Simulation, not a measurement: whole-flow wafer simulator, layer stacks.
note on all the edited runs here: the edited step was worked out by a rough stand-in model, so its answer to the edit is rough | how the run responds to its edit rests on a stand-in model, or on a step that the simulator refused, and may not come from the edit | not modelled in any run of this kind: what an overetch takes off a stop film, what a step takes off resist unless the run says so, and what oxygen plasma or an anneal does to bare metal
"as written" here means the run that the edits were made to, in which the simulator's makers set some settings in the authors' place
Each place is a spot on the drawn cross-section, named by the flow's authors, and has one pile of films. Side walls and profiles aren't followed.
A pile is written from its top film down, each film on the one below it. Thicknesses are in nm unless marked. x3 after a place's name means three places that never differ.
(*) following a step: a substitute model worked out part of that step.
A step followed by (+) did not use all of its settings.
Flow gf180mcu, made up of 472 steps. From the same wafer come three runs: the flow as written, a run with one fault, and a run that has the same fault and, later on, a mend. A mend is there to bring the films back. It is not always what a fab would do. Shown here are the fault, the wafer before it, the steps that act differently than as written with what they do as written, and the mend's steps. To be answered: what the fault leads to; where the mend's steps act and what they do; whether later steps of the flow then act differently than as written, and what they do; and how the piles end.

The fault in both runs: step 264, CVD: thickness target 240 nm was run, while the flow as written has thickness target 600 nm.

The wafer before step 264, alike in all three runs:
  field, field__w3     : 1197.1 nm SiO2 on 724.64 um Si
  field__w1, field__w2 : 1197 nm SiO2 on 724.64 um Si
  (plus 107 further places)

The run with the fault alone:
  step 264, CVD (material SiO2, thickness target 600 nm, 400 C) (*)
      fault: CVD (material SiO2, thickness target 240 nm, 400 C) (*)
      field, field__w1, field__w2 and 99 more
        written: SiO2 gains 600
        fault: SiO2 gains 240
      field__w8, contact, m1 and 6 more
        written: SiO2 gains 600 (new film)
        fault: SiO2 gains 240 (new film)
  Steps further on in the flow that do not act as written (not shown: 7 more steps that differ only slightly, by at most 2% or 0.5 nm, whichever is larger):
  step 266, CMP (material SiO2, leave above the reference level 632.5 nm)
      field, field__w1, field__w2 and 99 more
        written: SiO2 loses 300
        fault: nothing
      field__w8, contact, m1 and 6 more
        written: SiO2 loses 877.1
        fault: SiO2 loses 517.1
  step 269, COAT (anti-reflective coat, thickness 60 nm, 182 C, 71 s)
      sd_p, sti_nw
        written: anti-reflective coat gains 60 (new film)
        fault: anti-reflective coat gains 72.4 (new film)
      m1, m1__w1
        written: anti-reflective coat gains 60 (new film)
        fault: anti-reflective coat gains 33.6 (new film)
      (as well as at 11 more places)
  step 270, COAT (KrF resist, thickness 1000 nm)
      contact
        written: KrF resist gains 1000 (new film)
        fault: KrF resist gains 978.6 (new film)
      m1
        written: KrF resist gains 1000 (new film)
        fault: KrF resist gains 976.4 (new film)
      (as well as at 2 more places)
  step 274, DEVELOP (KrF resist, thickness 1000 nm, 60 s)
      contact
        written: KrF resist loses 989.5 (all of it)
        fault: KrF resist loses 968.2 (all of it)
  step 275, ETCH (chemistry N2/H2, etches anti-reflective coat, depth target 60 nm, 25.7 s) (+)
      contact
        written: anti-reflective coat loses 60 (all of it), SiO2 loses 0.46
        fault: anti-reflective coat loses 30.9 (all of it), SiO2 loses 1.21
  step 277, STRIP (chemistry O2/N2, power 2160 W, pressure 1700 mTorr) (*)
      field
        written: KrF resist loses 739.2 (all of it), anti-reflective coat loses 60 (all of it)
        fault: KrF resist loses 727.9 (all of it), anti-reflective coat loses 84 (all of it)
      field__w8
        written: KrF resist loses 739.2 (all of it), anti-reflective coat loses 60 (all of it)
        fault: KrF resist loses 732.7 (all of it), anti-reflective coat loses 27.9 (all of it)
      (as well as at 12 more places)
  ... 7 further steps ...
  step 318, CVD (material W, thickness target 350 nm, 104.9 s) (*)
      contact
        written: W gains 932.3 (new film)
        fault: W gains 990.4 (new film)
  By the end, the piles at contact depart from the flow's by more than 2% or 0.5 nm, whichever is larger.
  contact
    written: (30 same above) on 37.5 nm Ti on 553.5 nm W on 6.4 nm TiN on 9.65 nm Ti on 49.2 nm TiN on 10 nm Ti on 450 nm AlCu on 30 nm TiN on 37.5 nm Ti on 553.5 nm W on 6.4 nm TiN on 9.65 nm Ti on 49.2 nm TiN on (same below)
    fault: (30 same above) on 37.5 nm Ti on 611.6 nm W on 6.42 nm TiN on 9.33 nm Ti on 49.2 nm TiN on 10 nm Ti on 450 nm AlCu on 30 nm TiN on 37.5 nm Ti on 492.9 nm W on 6.64 nm TiN on 10 nm Ti on 49.2 nm TiN on (same below)

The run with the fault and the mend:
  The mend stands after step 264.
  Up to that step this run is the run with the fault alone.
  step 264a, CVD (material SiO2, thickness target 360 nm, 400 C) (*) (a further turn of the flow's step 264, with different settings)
      field, field__w1, field__w2 and 108 more
        SiO2 gains 360
  Every later step of the flow that is run acts as written at every place that is followed.
  At every place that both follow, the piles at the end match the flow's.
